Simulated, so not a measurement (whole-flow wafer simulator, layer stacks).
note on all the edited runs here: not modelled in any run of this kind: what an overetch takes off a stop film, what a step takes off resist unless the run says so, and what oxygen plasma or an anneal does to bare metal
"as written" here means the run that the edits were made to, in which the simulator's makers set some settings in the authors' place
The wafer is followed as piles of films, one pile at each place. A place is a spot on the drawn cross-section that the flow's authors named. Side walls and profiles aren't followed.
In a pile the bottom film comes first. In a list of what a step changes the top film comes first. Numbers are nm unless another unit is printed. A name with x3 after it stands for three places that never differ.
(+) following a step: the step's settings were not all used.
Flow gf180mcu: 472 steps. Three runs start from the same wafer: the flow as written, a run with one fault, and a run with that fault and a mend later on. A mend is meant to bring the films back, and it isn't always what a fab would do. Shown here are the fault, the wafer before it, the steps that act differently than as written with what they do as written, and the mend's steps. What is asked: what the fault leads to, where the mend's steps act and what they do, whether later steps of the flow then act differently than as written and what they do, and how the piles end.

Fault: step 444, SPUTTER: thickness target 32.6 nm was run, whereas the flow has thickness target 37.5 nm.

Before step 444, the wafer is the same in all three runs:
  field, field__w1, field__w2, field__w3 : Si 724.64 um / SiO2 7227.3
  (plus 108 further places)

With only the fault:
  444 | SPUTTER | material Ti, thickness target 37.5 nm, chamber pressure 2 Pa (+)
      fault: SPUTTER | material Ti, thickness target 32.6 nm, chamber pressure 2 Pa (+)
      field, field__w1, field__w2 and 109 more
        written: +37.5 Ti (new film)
        fault: +32.6 Ti (new film)
  Steps further on in the flow that do not act as written (5 more steps, not shown, differ only slightly: by at most 2% or 0.5 nm, whichever is larger):
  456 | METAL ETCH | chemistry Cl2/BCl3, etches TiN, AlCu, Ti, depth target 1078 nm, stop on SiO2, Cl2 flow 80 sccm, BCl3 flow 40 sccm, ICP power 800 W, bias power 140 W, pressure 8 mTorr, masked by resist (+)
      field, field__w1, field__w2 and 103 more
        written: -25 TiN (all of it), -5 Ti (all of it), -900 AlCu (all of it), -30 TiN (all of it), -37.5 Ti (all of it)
        fault: -25 TiN (all of it), -5 Ti (all of it), -900 AlCu (all of it), -30 TiN (all of it), -32.6 Ti (all of it)
  By the end, the piles at field__w8, contact, m1, m1__w1, pad, m1_nw depart from the flow's by more than 2% or 0.5 nm, whichever is larger.
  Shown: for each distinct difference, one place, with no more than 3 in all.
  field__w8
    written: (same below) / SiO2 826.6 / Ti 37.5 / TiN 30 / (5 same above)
    fault: (same below) / SiO2 826.6 / Ti 32.6 / TiN 30 / (5 same above)
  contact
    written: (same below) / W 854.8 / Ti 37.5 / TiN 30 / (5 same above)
    fault: (same below) / W 854.8 / Ti 32.6 / TiN 30 / (5 same above)
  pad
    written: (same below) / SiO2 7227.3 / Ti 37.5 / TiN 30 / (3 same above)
    fault: (same below) / SiO2 7227.3 / Ti 32.6 / TiN 30 / (3 same above)

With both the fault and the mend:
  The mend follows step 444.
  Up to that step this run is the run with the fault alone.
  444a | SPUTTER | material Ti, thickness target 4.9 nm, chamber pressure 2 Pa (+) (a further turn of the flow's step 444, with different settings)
      field, field__w1, field__w2 and 109 more
        +4.9 Ti
  None of the later steps of the flow acts differently than as written at any place that is followed.
  At every place that both follow, the piles at the end match the flow's.
